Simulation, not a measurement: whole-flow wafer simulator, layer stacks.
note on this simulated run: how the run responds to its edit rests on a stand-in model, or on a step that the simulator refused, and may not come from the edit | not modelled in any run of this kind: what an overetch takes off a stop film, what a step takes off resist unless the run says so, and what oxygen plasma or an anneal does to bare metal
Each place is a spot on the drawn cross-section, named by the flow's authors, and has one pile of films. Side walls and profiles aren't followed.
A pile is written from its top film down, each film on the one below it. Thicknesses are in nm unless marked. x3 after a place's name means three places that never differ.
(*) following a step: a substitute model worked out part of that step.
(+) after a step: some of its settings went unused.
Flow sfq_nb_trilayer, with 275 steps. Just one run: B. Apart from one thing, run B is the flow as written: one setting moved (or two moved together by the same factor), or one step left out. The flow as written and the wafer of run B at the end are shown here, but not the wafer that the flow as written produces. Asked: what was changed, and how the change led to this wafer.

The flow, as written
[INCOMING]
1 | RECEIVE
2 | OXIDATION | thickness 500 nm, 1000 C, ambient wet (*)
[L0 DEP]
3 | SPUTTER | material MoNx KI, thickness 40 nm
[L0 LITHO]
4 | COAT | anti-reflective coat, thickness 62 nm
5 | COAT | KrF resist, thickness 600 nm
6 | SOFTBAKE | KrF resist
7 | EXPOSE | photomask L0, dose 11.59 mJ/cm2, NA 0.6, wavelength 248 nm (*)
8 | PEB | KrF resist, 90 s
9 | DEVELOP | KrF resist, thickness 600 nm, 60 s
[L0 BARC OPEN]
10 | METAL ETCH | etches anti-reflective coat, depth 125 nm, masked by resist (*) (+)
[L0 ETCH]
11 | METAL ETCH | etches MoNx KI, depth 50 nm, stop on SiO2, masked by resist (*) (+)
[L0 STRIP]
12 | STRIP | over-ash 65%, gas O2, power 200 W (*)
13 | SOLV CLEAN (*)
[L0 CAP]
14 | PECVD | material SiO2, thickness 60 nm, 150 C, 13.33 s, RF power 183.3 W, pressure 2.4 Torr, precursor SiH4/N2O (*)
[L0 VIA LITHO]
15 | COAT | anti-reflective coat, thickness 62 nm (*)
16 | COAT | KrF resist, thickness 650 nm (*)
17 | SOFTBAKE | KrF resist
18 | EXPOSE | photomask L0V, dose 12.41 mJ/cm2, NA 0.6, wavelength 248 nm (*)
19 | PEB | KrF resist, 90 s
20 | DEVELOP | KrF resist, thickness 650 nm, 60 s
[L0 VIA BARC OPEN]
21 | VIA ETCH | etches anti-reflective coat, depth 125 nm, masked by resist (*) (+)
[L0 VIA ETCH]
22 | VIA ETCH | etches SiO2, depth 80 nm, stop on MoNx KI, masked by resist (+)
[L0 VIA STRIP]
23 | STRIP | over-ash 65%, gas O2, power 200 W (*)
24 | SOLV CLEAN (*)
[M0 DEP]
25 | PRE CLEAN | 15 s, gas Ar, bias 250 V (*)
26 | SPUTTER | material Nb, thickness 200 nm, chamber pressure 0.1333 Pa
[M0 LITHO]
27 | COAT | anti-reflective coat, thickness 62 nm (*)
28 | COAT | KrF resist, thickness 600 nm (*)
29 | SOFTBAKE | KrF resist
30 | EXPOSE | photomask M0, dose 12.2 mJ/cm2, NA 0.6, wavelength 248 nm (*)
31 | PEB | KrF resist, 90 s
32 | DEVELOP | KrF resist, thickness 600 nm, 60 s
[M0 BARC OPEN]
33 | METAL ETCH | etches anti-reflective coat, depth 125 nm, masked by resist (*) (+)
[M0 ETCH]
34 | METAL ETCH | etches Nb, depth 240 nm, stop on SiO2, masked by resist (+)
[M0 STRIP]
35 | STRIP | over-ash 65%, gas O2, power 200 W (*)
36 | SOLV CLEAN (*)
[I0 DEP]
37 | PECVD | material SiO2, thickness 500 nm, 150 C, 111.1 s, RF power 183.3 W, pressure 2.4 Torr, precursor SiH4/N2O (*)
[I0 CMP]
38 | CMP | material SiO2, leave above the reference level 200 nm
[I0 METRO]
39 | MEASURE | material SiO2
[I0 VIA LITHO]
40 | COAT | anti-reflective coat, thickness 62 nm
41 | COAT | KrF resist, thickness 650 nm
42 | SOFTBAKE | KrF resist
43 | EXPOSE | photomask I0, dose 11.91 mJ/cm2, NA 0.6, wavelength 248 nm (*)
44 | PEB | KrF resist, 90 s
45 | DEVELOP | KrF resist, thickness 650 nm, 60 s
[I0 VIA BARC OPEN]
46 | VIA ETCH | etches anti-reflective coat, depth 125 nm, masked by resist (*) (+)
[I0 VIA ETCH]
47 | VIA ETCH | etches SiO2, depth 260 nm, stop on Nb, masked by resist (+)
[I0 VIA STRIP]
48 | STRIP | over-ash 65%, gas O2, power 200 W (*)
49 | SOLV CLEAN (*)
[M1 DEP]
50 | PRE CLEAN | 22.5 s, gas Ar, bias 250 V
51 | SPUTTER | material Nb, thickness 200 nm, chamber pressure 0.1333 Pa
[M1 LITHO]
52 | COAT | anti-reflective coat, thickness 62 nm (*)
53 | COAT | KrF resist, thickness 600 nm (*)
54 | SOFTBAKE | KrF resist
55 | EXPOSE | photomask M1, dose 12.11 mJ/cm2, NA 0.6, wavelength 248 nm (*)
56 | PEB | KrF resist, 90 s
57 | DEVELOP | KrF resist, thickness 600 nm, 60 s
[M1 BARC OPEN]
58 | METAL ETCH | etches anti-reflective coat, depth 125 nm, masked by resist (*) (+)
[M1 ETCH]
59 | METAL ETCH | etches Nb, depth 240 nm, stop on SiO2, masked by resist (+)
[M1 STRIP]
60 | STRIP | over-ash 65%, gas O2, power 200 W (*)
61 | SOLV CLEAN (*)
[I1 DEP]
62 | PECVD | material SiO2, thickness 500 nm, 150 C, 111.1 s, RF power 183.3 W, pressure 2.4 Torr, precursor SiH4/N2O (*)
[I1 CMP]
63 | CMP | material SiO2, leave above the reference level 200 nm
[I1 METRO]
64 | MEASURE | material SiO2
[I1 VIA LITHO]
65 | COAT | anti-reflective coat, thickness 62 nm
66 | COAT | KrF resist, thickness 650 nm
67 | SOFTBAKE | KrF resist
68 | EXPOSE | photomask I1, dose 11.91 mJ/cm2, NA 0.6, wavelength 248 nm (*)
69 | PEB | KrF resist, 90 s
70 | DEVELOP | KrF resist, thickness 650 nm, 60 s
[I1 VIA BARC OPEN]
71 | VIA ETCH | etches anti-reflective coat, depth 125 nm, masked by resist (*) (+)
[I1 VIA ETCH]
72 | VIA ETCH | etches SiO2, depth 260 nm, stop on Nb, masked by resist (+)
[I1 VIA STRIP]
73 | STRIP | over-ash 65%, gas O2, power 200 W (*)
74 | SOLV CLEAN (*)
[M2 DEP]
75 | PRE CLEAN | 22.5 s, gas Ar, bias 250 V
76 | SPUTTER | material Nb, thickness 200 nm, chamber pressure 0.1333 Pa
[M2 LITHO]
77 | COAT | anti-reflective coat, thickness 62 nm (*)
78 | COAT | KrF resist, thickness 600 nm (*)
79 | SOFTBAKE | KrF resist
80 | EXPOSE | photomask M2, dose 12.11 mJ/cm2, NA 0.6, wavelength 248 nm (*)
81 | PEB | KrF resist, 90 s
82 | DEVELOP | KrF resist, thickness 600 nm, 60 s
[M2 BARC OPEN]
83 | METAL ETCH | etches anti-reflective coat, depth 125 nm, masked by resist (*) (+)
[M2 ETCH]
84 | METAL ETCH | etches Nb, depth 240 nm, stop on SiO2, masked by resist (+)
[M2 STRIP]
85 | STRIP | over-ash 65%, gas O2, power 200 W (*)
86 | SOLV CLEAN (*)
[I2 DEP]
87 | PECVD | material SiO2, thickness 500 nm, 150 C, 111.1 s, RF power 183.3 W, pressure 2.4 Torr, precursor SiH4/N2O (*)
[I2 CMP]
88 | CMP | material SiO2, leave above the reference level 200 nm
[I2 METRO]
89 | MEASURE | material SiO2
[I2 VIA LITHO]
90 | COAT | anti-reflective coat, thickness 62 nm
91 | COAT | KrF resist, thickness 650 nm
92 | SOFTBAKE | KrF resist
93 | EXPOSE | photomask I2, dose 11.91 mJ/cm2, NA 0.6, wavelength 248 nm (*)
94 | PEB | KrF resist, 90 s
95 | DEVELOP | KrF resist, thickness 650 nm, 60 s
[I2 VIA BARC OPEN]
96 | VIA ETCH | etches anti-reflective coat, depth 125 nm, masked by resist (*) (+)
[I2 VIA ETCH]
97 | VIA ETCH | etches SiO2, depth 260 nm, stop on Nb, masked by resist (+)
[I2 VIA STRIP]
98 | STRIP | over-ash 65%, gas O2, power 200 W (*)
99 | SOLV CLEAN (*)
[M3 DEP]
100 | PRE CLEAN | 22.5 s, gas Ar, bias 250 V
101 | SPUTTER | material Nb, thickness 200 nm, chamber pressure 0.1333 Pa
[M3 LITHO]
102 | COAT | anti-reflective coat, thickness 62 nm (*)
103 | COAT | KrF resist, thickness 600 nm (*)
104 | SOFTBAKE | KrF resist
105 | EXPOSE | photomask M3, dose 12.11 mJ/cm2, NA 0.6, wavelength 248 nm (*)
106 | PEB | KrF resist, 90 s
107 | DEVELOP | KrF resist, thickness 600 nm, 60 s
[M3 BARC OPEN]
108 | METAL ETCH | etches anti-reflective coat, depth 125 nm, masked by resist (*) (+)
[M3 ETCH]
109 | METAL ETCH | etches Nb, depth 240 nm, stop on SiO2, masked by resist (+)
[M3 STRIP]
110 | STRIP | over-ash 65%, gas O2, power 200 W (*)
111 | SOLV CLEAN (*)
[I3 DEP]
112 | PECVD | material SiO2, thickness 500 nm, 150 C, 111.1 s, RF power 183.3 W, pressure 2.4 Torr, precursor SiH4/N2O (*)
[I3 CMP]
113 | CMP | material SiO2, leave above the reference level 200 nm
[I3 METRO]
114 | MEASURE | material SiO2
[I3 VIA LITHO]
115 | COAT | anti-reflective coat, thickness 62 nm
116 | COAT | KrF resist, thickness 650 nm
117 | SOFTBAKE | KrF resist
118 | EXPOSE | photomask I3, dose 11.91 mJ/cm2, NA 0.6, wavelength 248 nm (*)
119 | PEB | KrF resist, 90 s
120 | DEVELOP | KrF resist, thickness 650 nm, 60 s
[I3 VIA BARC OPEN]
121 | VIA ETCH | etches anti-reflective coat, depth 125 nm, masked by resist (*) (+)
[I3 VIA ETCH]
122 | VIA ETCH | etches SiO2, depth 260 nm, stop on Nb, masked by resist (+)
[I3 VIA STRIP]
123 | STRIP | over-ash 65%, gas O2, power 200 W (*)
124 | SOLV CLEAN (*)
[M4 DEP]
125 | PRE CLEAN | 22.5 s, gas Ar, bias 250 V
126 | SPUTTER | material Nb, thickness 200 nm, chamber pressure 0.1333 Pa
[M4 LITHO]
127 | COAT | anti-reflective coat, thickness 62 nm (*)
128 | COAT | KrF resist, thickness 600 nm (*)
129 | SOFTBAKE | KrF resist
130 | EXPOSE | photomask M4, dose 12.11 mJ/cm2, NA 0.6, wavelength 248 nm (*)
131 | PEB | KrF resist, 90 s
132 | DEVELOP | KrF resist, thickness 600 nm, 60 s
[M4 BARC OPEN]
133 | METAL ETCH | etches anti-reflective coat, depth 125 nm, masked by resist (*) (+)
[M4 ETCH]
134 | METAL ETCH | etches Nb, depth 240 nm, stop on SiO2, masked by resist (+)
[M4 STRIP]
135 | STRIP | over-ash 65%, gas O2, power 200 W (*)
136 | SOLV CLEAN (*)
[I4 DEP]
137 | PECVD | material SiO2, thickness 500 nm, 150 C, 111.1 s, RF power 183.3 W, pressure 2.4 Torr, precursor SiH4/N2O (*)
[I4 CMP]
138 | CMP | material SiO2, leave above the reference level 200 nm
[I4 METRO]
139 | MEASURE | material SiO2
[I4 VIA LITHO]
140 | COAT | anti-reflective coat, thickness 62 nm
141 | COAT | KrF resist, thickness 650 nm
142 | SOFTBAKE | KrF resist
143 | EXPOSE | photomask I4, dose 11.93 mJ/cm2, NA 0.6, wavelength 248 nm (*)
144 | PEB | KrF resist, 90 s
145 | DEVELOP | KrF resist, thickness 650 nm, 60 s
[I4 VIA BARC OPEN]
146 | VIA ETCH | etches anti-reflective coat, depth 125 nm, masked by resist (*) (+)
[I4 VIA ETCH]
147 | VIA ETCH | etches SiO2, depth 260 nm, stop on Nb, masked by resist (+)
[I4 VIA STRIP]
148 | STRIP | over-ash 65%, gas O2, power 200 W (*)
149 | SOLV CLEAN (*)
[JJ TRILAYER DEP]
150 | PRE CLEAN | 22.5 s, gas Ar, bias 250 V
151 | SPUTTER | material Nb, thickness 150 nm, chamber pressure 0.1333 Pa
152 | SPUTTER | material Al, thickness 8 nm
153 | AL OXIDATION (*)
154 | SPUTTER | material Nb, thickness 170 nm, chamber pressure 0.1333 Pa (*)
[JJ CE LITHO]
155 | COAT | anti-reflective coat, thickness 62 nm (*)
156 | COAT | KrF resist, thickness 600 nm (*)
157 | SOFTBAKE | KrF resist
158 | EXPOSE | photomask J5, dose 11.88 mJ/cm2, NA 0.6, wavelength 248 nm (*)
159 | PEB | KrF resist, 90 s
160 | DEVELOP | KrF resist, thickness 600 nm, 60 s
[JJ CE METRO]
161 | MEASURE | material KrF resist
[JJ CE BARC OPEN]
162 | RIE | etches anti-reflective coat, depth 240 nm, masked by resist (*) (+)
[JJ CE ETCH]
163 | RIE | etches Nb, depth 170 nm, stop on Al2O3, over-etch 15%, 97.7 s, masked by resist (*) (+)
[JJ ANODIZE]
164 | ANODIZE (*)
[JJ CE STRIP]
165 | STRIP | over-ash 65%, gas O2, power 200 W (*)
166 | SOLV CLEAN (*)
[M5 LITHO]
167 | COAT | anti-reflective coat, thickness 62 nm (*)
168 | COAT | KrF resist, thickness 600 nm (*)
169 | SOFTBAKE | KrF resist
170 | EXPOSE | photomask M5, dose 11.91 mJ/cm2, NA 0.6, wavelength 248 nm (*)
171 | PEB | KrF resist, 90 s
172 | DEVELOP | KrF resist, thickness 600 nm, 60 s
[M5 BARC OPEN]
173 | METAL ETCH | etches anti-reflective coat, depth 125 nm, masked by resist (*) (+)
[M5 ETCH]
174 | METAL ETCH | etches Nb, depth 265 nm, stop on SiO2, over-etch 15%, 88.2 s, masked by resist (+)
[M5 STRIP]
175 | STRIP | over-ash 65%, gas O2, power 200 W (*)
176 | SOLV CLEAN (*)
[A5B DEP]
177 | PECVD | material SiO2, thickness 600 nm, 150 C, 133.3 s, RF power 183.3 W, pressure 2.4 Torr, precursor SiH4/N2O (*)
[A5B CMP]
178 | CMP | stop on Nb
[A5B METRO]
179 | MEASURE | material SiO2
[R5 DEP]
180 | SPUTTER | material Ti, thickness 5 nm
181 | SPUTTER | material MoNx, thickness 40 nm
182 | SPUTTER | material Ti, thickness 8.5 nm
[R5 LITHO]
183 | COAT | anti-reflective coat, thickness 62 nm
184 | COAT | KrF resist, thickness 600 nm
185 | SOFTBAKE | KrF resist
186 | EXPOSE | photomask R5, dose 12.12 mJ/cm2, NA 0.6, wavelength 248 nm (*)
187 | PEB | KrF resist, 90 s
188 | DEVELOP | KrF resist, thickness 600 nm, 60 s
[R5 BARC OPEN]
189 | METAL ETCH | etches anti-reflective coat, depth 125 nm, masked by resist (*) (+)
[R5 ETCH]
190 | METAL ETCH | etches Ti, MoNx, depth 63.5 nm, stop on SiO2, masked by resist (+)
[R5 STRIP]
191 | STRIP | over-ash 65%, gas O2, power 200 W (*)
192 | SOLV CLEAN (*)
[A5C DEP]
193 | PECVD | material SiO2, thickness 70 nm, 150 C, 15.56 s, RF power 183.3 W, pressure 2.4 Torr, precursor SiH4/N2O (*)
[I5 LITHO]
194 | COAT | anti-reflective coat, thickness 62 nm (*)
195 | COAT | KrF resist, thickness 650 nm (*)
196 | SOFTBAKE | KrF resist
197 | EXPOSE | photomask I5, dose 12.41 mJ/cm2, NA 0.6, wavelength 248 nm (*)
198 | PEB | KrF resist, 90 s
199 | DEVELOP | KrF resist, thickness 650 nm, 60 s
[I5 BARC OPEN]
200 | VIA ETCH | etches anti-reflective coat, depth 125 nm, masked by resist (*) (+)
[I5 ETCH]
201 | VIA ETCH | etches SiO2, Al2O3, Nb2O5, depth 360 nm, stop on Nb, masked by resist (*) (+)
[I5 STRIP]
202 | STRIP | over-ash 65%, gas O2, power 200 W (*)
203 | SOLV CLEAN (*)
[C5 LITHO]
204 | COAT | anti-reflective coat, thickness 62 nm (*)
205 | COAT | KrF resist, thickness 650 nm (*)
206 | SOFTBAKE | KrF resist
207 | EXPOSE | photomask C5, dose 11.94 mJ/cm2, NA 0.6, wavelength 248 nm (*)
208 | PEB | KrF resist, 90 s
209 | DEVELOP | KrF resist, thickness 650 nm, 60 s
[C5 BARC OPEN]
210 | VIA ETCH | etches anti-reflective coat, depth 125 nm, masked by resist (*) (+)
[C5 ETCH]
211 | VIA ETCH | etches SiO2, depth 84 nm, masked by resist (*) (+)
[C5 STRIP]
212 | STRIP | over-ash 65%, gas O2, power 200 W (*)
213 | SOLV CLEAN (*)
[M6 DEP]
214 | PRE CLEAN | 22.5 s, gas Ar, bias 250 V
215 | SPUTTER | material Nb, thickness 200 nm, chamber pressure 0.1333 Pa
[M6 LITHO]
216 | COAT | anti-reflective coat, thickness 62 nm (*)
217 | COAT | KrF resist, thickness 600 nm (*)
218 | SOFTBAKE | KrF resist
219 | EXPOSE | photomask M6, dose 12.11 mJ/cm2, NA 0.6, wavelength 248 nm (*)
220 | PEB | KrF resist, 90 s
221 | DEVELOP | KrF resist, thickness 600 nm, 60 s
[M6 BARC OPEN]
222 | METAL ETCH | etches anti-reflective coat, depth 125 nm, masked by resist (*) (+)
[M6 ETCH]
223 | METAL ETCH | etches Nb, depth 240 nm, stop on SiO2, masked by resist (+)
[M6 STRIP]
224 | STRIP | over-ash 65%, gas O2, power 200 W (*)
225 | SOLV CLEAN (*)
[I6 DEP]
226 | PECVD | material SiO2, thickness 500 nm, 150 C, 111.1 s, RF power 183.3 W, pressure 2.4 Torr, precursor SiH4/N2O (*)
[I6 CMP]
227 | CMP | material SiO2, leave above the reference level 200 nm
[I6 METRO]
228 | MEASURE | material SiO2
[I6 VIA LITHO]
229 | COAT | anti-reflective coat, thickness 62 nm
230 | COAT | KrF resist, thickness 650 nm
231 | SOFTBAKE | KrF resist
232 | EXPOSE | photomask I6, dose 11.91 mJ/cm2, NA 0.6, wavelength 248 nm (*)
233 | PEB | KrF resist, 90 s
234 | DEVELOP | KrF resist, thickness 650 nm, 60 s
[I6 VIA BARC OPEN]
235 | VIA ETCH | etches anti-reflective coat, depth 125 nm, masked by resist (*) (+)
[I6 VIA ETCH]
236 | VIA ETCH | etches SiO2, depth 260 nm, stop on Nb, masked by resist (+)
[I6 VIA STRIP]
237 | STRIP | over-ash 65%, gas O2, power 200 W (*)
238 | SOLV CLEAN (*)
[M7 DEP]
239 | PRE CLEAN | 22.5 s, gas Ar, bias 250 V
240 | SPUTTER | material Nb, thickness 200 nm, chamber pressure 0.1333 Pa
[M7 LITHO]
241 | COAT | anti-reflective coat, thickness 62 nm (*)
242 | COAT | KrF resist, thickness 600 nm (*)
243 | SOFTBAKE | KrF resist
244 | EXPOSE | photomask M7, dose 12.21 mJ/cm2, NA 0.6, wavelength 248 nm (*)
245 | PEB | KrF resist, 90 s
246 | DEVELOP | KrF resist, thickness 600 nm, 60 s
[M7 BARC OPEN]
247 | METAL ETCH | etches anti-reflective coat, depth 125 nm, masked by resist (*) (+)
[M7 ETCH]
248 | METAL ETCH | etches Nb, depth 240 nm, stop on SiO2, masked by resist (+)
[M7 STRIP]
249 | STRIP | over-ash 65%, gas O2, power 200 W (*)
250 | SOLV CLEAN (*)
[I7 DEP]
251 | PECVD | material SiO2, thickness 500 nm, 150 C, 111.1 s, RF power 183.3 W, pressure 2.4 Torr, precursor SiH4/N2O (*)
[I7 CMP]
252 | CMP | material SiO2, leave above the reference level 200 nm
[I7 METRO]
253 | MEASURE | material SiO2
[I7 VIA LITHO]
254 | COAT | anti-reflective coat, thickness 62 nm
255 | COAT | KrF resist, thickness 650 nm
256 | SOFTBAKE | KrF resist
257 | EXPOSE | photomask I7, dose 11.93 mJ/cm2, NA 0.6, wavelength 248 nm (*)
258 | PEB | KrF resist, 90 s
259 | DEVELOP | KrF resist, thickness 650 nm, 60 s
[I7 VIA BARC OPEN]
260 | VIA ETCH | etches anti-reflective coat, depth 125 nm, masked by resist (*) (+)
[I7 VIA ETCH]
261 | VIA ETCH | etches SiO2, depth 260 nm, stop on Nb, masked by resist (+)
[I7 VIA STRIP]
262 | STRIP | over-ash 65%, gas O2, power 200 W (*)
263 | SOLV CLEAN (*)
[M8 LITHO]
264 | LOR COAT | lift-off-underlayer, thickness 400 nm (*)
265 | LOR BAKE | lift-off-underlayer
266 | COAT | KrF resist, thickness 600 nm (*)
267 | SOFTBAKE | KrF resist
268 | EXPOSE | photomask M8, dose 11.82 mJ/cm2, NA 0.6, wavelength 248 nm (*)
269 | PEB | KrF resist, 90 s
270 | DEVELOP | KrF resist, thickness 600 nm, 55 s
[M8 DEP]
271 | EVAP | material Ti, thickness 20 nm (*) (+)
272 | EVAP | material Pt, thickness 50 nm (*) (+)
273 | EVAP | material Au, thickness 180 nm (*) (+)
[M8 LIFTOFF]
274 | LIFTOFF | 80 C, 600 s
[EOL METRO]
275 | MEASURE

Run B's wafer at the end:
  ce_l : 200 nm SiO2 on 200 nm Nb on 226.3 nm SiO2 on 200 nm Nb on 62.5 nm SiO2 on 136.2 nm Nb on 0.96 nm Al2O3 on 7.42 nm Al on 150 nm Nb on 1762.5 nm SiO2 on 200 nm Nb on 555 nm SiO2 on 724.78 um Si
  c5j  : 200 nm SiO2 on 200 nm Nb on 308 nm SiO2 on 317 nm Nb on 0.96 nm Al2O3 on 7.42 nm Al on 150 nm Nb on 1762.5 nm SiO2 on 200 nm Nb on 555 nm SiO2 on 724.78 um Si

The reason: step 190, METAL ETCH: depth 87.3 nm was run, though the flow has depth 63.5 nm.

Step by step, how the change led to this:
  190 | METAL ETCH | etches Ti, MoNx, depth 63.5 nm, stop on SiO2, masked by resist (+)
      be_r, r_sur, res, r_end, r5r_line_l, r5r_line_c, r5r_line_r: -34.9 KrF resist (as written it would have been: -25.4 KrF resist)
      ce_l, c5j, ce_r, wl_jj: -8.5 Ti (all of it), -40 MoNx (all of it), -5 Ti (all of it), -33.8 Nb (as written it would have been: -8.5 Ti (all of it), -40 MoNx (all of it), -5 Ti (all of it), -10 Nb)
  194 | COAT | anti-reflective coat, thickness 62 nm (*)
      wl_j_sl, wl_j_sr: +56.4 anti-reflective coat (new film) (as written it would have been: +60.2 anti-reflective coat (new film))
      jj_sur: +57.1 anti-reflective coat (new film) (as written it would have been: +60.8 anti-reflective coat (new film))
      (also at 5 further places)
  202 | STRIP | over-ash 65%, gas O2, power 200 W (*)
      wl_j_sl, wl_j_sr: -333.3 KrF resist (all of it), -56.4 anti-reflective coat (all of it) (as written it would have been: -333.3 KrF resist (all of it), -60.2 anti-reflective coat (all of it))
      jj_sur: -337.4 KrF resist (all of it), -57.1 anti-reflective coat (all of it) (as written it would have been: -337.2 KrF resist (all of it), -60.8 anti-reflective coat (all of it))
      (also at 5 further places)
  204 | COAT | anti-reflective coat, thickness 62 nm (*)
      wl_j_sl, wl_j_sr: +56.4 anti-reflective coat (new film) (as written it would have been: +60.2 anti-reflective coat (new film))
      jj_sur: +55.7 anti-reflective coat (new film) (as written it would have been: +59.5 anti-reflective coat (new film))
      (also at 5 further places)
  210 | VIA ETCH | etches anti-reflective coat, depth 125 nm, masked by resist (*) (+)
      c5j: -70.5 anti-reflective coat (all of it), -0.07 SiO2 (as written it would have been: -63.9 anti-reflective coat (all of it), -0.11 SiO2)
  212 | STRIP | over-ash 65%, gas O2, power 200 W (*)
      wl_j_sl, wl_j_sr: -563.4 KrF resist (all of it), -56.4 anti-reflective coat (all of it) (as written it would have been: -563.4 KrF resist (all of it), -60.2 anti-reflective coat (all of it))
      jj_sur: -562.2 KrF resist (all of it), -55.7 anti-reflective coat (all of it) (as written it would have been: -562 KrF resist (all of it), -59.5 anti-reflective coat (all of it))
      (also at 4 further places)
  216 | COAT | anti-reflective coat, thickness 62 nm (*)
      wl_j_sl, wl_j_sr: +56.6 anti-reflective coat (new film) (as written it would have been: +60.2 anti-reflective coat (new film))
      jj_sur: +52.4 anti-reflective coat (new film) (as written it would have been: +56.1 anti-reflective coat (new film))
      (also at 5 further places)
  224 | STRIP | over-ash 65%, gas O2, power 200 W (*)
      wl_j_sl, wl_j_sr: -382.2 KrF resist (all of it), -56.6 anti-reflective coat (all of it) (as written it would have been: -382.5 KrF resist (all of it), -60.2 anti-reflective coat (all of it))
      jj_sur: -378.3 KrF resist (all of it), -52.4 anti-reflective coat (all of it) (as written it would have been: -378.5 KrF resist (all of it), -56.1 anti-reflective coat (all of it))
      (also at 5 further places)
  227 | CMP | material SiO2, leave above the reference level 200 nm
      ce_l, ce_r, wl_jj: -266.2 SiO2 (as written it would have been: -290 SiO2)
      c5j: -199.2 SiO2 (as written it would have been: -223 SiO2)
